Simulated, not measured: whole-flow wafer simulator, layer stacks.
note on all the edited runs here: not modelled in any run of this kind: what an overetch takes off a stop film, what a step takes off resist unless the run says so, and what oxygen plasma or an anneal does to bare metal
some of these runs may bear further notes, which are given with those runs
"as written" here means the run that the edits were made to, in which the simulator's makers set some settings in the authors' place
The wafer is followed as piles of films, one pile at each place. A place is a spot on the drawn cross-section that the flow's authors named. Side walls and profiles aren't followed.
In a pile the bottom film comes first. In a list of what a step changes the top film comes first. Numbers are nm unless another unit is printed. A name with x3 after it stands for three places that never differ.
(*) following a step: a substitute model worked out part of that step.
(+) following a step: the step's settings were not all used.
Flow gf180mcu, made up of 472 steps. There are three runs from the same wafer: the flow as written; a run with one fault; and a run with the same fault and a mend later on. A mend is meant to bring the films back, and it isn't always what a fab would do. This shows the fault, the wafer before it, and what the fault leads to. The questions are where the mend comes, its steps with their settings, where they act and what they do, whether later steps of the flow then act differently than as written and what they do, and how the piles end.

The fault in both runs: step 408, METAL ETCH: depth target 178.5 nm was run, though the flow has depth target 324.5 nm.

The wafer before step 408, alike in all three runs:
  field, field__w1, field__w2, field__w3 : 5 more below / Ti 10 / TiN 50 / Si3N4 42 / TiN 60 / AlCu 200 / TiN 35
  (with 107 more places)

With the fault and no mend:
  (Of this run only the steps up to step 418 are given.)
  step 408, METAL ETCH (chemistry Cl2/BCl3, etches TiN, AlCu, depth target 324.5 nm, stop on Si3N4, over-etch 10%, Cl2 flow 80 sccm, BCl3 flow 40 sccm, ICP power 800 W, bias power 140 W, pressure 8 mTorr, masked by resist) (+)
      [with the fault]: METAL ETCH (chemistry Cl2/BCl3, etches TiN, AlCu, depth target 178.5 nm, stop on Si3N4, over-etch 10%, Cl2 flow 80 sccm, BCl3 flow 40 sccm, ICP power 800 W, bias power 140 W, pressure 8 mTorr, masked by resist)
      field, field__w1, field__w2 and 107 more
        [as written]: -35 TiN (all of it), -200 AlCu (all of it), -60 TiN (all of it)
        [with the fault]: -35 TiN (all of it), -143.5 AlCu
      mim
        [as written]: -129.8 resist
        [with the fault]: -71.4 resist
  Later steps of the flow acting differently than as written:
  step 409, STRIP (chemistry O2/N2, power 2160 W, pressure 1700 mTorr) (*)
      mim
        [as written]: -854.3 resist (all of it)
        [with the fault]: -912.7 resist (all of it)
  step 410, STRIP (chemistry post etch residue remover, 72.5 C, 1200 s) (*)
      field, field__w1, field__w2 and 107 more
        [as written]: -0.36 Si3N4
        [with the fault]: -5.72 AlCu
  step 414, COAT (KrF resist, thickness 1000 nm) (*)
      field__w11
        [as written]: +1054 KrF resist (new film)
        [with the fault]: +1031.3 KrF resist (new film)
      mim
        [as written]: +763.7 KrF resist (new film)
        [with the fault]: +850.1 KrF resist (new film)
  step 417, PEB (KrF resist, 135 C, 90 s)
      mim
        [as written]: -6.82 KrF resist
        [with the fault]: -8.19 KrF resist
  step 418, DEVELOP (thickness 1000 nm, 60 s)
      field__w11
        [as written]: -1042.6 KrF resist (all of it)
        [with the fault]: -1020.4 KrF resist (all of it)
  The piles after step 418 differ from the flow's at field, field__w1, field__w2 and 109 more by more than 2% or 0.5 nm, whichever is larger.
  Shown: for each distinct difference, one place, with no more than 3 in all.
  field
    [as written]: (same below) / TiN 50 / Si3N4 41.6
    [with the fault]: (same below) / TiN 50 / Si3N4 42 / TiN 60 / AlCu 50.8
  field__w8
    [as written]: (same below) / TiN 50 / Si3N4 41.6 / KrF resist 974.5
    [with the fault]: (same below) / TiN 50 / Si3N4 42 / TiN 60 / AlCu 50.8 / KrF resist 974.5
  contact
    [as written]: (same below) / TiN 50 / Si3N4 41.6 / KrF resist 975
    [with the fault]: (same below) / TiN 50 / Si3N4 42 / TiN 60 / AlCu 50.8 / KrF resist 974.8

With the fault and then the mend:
  The mend stands after step 408.
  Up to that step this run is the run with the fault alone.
  step 408a, METAL ETCH (chemistry Cl2/BCl3, etches TiN, AlCu, depth target 146 nm, stop on Si3N4, over-etch 10%, Cl2 flow 80 sccm, BCl3 flow 40 sccm, ICP power 800 W, bias power 140 W, pressure 8 mTorr, masked by resist) (+) (a further turn of the flow's step 408, with different settings)
      field, field__w1, field__w2 and 107 more
        -56.5 AlCu (all of it), -60 TiN (all of it)
      mim
        -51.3 resist
  None of the later steps of the flow differs from how it acts as written, at any place that is followed, by more than 2% or 0.5 nm, whichever is larger.
  At every place that both follow, the piles at the end match the flow's.
